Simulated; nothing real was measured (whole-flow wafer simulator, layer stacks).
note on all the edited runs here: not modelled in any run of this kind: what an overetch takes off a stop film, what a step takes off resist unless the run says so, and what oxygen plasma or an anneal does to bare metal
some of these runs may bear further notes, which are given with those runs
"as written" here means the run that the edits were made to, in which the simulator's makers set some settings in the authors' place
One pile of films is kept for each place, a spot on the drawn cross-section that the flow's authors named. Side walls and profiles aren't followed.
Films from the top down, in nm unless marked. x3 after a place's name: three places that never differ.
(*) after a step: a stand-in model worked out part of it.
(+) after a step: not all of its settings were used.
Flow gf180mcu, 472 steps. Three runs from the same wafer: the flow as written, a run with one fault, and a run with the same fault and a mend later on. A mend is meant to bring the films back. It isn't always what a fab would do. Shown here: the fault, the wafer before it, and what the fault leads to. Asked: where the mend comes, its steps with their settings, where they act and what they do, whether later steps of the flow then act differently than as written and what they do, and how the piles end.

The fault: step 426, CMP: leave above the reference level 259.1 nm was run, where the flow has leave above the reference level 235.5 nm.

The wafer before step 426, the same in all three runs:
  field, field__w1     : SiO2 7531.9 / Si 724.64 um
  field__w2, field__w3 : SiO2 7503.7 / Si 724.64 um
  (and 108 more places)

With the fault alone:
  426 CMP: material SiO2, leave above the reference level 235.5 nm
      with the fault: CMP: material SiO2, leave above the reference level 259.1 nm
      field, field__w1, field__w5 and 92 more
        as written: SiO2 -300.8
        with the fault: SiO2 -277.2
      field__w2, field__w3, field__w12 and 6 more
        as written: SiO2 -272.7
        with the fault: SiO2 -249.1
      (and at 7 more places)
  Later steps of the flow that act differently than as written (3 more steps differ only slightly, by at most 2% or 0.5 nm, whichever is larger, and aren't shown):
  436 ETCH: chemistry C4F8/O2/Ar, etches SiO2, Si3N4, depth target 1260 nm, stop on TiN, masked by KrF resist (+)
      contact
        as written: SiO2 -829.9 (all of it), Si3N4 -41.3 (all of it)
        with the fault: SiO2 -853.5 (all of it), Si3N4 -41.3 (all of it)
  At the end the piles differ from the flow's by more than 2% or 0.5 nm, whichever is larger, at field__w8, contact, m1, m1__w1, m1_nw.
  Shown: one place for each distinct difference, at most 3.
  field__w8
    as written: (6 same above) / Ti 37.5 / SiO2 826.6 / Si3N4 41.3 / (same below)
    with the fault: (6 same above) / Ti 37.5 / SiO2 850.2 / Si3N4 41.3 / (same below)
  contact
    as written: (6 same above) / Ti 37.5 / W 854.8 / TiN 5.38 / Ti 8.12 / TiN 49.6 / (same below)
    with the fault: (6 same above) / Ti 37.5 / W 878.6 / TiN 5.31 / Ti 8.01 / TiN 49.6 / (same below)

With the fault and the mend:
  The mend comes after step 434.
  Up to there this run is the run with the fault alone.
  434a STRIP: chemistry O2/N2, power 2160 W, pressure 1700 mTorr (*)
      field, field__w1, field__w2 and 108 more
        KrF resist -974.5 (all of it), anti-reflective coat -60 (all of it)
      contact
        anti-reflective coat -60 (all of it)
  434b CMP: material SiO2, leave above the reference level 235.5 nm (the flow's step 426 once more)
      field, field__w1, field__w2 and 109 more
        SiO2 -23.6
  434c HMDS: 120 C, 60 s (the flow's step 428 once more)
      changes no film at any place that is followed
  434d COAT: anti-reflective coat, thickness 60 nm, 182 C, 71 s (the flow's step 429 once more)
      field, field__w1, field__w2 and 109 more
        anti-reflective coat +60 (new film)
  434e COAT: KrF resist, thickness 1000 nm (the flow's step 430 once more)
      field, field__w1, field__w2 and 109 more
        KrF resist +1000 (new film)
  434f SOFTBAKE: KrF resist (the flow's step 431 once more)
      changes no film at any place that is followed
  434g EXPOSE: photomask Via5 (the flow's step 432 once more)
      changes no film at any place that is followed
  434h PEB: KrF resist, 135 C, 90 s (the flow's step 433 once more)
      field, field__w1, field__w2 and 109 more
        KrF resist -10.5
  434i DEVELOP: KrF resist, thickness 1000 nm, 60 s (the flow's step 434 once more)
      field, field__w1, field__w2 and 108 more
        KrF resist -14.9
      contact
        KrF resist -989.5 (all of it)
  No later step of the flow acts differently than as written at any place that is followed.
  At the end the piles are the same as the flow's at every place that both follow.
